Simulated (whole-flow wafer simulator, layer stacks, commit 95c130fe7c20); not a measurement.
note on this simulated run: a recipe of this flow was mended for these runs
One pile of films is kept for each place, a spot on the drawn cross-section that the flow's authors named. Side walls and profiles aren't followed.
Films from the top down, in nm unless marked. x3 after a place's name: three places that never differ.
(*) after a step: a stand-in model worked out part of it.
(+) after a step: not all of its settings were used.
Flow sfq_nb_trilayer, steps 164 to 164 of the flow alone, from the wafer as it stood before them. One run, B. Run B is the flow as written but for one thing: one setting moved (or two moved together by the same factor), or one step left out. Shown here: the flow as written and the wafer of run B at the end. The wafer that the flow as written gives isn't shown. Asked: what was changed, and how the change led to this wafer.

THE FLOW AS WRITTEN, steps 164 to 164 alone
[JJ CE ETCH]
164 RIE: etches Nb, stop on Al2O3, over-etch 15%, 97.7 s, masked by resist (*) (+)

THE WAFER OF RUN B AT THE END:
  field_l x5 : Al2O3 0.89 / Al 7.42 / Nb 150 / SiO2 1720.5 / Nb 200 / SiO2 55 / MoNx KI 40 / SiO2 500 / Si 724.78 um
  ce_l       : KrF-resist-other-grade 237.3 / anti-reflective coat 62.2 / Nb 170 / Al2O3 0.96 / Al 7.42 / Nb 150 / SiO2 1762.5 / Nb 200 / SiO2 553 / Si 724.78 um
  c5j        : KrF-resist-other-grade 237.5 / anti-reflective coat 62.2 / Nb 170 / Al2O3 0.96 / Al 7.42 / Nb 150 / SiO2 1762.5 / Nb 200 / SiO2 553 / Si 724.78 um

The cause: step 164, RIE: 86.7 s was run, where the flow has 97.7 s.

How the change led to this, step by step:
  164 RIE: etches Nb, stop on Al2O3, over-etch 15%, 97.7 s, masked by resist (*) (+)
      ce_l, ce_r, wl_jj: KrF-resist-other-grade -86.7 (as written it would be: KrF-resist-other-grade -97.8)
      c5j: KrF-resist-other-grade -86.7 (as written it would be: KrF-resist-other-grade -97.7)
